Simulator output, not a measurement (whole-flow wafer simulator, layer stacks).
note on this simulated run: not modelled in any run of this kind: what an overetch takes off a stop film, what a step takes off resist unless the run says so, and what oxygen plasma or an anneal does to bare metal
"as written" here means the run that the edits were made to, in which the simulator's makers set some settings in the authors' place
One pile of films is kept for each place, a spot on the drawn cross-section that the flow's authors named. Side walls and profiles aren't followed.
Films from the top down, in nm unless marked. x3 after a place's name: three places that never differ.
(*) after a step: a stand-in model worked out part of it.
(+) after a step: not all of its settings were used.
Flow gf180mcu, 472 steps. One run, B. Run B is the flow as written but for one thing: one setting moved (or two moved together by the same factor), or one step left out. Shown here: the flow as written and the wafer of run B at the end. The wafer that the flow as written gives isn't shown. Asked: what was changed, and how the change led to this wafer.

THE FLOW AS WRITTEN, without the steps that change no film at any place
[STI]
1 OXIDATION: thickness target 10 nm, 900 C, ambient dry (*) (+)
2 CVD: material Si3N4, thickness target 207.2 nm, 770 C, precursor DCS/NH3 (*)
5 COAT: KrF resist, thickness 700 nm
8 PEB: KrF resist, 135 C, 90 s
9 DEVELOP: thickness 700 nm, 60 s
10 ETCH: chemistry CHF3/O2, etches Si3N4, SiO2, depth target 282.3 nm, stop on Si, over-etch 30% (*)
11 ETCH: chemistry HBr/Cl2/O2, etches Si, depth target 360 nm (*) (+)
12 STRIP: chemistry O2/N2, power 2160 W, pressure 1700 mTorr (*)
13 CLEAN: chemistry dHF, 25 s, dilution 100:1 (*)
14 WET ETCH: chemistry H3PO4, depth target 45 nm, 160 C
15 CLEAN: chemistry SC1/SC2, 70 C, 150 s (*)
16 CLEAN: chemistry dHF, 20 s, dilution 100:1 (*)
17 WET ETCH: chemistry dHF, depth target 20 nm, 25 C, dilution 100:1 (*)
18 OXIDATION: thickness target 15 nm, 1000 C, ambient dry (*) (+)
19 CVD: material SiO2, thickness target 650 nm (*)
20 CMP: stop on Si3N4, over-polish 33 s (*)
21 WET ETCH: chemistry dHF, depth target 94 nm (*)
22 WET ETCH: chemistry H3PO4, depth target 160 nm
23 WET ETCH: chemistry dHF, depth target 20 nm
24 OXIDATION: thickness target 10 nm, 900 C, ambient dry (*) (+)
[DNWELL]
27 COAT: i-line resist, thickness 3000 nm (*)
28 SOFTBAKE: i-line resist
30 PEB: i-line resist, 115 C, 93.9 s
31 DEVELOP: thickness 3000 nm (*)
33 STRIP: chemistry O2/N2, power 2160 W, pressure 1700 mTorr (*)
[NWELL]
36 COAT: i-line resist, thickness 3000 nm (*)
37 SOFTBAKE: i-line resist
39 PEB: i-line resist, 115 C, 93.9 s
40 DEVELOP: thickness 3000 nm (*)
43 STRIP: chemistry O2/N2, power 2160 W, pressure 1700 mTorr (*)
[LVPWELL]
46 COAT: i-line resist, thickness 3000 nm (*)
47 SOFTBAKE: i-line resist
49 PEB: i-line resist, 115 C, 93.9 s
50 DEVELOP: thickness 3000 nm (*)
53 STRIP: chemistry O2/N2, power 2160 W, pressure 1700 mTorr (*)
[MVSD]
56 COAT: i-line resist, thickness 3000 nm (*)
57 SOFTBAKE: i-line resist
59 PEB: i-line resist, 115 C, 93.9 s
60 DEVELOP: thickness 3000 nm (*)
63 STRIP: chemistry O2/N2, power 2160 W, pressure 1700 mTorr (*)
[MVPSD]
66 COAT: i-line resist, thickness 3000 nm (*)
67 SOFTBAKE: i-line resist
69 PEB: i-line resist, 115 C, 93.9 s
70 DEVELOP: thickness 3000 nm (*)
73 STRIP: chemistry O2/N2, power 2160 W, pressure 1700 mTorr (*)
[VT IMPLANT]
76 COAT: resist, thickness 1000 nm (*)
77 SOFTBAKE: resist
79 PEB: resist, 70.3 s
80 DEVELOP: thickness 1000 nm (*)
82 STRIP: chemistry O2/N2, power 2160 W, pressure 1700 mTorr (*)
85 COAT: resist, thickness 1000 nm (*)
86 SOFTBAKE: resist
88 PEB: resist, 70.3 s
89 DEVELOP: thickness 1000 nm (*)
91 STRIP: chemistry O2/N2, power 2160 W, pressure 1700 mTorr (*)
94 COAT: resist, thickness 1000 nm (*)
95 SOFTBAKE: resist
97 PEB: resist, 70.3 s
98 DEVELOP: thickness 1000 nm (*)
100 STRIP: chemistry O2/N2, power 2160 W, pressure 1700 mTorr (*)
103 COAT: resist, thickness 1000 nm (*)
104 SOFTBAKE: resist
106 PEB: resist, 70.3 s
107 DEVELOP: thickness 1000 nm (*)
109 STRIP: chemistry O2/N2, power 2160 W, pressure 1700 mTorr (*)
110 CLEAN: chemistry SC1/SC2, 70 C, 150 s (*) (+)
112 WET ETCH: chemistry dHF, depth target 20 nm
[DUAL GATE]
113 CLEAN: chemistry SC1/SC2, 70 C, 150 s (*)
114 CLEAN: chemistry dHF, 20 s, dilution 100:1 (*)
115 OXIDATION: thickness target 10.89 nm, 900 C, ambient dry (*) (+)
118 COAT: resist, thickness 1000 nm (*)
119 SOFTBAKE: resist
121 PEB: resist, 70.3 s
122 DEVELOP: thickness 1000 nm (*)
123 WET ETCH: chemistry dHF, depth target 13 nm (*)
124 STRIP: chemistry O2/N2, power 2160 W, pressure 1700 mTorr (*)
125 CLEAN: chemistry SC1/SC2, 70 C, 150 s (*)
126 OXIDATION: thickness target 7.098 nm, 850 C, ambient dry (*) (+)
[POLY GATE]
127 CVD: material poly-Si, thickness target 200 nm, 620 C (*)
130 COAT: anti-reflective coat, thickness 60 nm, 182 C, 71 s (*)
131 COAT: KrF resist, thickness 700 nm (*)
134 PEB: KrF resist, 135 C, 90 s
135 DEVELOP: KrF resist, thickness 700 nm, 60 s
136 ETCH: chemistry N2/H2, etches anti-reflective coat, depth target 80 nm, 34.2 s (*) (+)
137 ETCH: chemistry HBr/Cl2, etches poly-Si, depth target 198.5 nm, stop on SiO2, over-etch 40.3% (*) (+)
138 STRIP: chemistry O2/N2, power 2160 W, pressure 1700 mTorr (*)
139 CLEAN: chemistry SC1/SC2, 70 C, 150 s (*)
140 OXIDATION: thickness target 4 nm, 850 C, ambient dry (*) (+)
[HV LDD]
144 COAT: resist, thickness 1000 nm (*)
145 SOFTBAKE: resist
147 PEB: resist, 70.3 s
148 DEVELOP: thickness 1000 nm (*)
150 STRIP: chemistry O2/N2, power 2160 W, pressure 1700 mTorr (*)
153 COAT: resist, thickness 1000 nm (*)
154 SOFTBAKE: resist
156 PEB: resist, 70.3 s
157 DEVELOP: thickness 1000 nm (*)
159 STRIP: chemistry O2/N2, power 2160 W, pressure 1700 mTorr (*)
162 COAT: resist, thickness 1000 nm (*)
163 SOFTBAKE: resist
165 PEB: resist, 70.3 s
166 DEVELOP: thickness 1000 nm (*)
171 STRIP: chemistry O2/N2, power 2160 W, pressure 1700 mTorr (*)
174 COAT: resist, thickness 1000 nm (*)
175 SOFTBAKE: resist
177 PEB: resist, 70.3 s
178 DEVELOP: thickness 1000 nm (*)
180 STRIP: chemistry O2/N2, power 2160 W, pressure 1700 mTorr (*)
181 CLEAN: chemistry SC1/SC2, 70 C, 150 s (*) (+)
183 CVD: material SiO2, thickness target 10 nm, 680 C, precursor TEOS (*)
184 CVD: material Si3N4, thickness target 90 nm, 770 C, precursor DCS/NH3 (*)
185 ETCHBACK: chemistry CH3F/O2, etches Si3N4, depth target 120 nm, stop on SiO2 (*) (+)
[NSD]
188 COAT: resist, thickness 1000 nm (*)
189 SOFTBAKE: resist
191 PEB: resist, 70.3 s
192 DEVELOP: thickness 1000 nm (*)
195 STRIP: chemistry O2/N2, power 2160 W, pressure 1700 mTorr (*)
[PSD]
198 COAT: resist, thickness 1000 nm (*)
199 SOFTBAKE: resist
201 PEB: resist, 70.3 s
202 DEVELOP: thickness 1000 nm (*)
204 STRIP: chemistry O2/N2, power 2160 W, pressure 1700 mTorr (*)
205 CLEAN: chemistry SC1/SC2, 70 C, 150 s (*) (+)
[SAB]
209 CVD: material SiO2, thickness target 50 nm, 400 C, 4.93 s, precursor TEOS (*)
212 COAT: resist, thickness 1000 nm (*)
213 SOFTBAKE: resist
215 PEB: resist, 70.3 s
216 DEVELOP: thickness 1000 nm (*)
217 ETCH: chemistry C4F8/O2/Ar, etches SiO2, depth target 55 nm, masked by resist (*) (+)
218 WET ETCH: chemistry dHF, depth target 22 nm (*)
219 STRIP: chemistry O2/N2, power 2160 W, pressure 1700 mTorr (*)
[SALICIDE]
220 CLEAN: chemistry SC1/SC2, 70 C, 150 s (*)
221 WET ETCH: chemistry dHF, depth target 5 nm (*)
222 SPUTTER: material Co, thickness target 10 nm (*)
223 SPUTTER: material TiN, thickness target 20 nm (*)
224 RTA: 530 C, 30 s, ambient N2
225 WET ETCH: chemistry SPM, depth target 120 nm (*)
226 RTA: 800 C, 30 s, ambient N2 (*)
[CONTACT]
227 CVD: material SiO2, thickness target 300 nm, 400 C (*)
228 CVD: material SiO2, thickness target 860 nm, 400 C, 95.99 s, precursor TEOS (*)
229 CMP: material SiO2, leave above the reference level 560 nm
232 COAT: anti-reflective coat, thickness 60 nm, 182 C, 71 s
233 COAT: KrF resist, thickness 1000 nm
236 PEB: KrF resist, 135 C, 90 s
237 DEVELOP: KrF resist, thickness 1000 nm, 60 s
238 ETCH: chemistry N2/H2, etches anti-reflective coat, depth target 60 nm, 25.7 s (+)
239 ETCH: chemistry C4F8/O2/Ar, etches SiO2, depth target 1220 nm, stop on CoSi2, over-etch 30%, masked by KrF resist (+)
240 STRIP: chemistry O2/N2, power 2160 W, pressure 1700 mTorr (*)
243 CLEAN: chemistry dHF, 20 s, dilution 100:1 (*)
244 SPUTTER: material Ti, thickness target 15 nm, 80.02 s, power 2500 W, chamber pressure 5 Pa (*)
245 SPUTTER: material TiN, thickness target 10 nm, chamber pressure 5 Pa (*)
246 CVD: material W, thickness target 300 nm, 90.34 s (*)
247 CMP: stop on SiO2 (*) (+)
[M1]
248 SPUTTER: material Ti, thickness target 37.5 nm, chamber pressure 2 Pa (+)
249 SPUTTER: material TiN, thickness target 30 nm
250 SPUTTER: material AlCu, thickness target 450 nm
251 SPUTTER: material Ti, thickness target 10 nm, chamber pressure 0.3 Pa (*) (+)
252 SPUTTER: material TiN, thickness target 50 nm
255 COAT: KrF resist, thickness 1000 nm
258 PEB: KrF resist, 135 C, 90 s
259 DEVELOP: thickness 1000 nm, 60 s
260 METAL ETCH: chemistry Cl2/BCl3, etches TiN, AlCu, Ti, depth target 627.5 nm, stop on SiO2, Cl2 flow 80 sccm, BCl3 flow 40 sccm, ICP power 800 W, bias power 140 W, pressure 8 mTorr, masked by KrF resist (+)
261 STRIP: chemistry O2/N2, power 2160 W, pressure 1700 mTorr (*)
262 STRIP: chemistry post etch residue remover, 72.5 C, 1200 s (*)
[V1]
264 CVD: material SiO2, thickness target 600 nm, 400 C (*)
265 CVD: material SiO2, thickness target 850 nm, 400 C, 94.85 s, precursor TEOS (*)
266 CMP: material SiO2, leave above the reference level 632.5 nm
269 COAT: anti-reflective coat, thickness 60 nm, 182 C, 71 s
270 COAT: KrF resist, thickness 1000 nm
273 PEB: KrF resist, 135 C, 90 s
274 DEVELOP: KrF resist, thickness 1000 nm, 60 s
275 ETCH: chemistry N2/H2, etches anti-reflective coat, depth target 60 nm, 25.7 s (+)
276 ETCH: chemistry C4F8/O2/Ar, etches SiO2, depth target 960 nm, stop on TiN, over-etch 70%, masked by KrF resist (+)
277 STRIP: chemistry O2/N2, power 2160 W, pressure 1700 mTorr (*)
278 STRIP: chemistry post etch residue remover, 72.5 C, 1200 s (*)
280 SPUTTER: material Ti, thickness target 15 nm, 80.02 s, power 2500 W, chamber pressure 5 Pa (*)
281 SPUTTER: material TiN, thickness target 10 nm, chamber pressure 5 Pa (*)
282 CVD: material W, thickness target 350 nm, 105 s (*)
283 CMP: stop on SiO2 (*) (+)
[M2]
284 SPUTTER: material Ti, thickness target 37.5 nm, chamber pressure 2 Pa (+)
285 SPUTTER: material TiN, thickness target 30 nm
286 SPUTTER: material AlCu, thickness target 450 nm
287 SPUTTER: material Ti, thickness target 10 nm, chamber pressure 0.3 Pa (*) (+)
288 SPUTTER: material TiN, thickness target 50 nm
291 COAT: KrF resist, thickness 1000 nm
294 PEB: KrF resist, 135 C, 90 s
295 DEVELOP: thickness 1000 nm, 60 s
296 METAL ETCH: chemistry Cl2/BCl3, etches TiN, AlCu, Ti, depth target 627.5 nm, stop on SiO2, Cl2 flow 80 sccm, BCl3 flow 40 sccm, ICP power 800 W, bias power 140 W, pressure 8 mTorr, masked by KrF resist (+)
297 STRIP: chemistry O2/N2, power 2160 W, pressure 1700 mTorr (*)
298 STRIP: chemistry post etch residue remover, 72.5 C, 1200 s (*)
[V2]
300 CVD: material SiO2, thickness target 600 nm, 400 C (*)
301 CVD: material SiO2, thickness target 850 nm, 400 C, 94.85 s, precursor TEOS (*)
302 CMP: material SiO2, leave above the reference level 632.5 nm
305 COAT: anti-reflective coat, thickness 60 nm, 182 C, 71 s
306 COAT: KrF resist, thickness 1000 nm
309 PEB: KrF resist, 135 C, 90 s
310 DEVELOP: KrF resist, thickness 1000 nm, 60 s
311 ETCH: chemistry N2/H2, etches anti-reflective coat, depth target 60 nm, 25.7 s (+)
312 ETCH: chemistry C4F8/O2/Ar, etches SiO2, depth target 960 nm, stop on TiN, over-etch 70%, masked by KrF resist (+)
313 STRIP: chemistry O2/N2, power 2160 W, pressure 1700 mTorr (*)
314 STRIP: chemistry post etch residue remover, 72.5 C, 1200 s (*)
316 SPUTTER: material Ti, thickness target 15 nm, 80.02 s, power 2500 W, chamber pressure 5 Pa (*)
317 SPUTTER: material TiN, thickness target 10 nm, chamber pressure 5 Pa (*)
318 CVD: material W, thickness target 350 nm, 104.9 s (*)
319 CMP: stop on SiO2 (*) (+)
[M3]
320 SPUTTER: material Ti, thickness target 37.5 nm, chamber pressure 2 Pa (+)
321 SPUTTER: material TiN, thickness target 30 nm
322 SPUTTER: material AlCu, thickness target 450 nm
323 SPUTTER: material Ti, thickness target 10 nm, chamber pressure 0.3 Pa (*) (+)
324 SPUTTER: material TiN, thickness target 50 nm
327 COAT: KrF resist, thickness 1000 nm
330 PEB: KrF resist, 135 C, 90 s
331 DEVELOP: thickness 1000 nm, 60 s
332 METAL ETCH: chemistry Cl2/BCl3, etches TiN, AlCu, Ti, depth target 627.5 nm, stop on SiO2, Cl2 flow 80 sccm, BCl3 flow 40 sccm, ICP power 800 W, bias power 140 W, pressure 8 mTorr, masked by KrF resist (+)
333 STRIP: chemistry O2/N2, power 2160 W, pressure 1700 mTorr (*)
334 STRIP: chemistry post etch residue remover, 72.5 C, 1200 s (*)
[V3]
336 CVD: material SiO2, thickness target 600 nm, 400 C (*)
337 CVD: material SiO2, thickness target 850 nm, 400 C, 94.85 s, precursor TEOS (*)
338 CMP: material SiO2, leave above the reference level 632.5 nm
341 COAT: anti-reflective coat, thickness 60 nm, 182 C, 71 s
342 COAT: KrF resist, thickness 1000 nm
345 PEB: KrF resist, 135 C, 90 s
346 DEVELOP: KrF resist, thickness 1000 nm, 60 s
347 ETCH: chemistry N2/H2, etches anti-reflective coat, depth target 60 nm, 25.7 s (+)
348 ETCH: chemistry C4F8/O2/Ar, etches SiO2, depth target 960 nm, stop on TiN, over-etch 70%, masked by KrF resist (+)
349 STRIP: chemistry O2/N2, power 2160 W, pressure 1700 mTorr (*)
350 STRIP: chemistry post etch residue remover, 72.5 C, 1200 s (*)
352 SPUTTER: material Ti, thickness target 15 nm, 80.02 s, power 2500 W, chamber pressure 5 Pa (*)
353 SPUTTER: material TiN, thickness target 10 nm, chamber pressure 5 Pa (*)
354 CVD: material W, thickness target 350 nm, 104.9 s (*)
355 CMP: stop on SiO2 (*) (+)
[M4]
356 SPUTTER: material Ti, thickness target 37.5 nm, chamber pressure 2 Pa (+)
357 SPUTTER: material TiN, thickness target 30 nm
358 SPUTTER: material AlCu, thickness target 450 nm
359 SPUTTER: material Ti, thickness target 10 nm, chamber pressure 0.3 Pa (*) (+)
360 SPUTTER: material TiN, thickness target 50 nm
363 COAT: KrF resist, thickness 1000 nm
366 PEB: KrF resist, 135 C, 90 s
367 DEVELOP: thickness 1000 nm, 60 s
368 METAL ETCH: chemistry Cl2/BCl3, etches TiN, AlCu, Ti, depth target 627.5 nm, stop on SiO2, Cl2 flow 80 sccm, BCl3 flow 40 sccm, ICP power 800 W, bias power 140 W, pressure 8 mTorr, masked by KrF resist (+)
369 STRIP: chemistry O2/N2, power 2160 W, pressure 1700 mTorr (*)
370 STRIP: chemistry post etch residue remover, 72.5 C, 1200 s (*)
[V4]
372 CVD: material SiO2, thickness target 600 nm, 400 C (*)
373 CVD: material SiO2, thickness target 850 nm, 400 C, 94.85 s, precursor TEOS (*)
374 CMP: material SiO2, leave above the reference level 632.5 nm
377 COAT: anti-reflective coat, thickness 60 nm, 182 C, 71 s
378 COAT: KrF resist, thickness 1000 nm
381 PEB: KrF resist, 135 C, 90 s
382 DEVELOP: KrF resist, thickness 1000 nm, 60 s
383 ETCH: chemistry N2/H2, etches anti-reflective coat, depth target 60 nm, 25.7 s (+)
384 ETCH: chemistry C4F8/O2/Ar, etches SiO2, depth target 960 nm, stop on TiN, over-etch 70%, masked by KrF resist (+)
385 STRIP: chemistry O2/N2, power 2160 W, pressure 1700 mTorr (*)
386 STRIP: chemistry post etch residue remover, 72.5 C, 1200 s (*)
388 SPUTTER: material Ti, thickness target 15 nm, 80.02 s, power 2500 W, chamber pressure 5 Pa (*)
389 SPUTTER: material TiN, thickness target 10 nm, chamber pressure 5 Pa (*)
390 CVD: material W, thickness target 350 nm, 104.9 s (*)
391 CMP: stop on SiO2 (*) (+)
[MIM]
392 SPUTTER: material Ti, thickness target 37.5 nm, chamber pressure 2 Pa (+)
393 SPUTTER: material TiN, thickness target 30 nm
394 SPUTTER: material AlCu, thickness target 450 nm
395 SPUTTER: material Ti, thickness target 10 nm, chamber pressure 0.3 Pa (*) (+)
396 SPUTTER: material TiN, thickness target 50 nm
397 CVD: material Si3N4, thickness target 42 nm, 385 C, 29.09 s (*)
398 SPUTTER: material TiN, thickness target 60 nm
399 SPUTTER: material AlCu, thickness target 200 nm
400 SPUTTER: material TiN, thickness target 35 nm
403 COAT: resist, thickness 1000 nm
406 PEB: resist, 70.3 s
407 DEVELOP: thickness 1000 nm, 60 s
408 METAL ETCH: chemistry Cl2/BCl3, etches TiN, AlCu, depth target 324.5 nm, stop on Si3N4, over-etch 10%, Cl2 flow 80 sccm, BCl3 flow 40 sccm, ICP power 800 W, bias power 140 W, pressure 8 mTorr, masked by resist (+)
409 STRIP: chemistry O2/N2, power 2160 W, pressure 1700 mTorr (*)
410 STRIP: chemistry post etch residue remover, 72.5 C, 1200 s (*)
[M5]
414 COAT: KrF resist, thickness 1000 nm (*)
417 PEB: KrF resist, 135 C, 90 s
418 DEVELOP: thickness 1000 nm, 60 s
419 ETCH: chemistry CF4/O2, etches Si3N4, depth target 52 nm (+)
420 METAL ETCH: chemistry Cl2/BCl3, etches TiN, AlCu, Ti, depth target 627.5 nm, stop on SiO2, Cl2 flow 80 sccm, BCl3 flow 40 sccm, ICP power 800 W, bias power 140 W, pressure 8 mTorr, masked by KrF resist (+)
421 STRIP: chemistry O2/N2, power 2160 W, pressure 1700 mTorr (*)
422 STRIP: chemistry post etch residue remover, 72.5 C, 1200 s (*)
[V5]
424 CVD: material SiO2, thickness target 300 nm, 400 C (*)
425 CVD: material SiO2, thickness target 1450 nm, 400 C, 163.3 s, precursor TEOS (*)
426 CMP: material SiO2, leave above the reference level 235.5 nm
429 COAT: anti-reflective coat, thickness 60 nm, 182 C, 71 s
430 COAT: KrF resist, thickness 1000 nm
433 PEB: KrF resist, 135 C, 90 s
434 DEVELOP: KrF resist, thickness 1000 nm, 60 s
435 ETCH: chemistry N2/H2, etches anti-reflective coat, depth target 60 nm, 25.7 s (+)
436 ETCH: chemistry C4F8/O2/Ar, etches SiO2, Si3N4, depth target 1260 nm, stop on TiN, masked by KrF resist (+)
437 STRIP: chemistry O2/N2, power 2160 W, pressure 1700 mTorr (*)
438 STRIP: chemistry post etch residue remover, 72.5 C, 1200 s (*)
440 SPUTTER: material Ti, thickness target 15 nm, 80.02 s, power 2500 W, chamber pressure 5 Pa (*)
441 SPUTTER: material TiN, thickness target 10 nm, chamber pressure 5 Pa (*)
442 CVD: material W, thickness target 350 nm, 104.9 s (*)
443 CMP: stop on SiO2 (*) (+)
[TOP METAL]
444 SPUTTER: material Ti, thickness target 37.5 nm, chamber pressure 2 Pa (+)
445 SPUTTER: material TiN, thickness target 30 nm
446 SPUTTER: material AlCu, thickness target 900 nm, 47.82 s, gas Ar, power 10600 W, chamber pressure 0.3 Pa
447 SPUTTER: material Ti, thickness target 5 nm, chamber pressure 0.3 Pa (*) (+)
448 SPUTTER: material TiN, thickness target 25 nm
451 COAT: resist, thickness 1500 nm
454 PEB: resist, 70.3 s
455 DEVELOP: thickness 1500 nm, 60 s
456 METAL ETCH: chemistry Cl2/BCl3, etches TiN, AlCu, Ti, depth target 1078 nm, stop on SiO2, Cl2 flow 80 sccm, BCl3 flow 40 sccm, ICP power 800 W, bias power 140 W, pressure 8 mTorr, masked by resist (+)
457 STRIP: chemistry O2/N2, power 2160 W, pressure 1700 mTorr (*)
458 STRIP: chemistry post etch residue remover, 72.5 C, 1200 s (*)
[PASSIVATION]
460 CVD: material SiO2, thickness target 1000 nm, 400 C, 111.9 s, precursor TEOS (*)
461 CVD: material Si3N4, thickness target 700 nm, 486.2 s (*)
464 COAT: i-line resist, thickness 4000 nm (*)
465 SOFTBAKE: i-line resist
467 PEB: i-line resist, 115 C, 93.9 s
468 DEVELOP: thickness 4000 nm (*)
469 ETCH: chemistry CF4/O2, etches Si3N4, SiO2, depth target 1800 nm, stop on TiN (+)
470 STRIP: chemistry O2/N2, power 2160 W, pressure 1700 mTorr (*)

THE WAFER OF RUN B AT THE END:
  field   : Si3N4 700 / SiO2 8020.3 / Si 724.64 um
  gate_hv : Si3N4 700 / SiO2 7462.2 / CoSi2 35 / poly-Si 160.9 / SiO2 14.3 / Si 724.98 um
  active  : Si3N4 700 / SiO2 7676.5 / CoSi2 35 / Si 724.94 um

The cause: step 250, SPUTTER: thickness target 243 nm was run, where the flow has thickness target 450 nm.

How the change led to this, step by step:
  250 SPUTTER: material AlCu, thickness target 450 nm
      field, field__w1, field__w2 and 108 more: AlCu +243 (new film) (as written it would be: AlCu +450 (new film))
  260 METAL ETCH: chemistry Cl2/BCl3, etches TiN, AlCu, Ti, depth target 627.5 nm, stop on SiO2, Cl2 flow 80 sccm, BCl3 flow 40 sccm, ICP power 800 W, bias power 140 W, pressure 8 mTorr, masked by KrF resist (+)
      field, field__w1, field__w2 and 99 more: TiN -50 (all of it), Ti -10 (all of it), AlCu -243 (all of it), TiN -30 (all of it), Ti -37.5 (all of it) (as written it would be: TiN -50 (all of it), Ti -10 (all of it), AlCu -450 (all of it), TiN -30 (all of it), Ti -37.5 (all of it))
      field__w8, contact, m1 and 6 more: KrF resist -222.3 (as written it would be: KrF resist -251)
  261 STRIP: chemistry O2/N2, power 2160 W, pressure 1700 mTorr (*)
      field__w8, contact, m1 and 6 more: KrF resist -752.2 (all of it) (as written it would be: KrF resist -723.5 (all of it))
  266 CMP: material SiO2, leave above the reference level 632.5 nm
      field, field__w1, field__w2 and 99 more: SiO2 -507 (as written it would be: SiO2 -300)
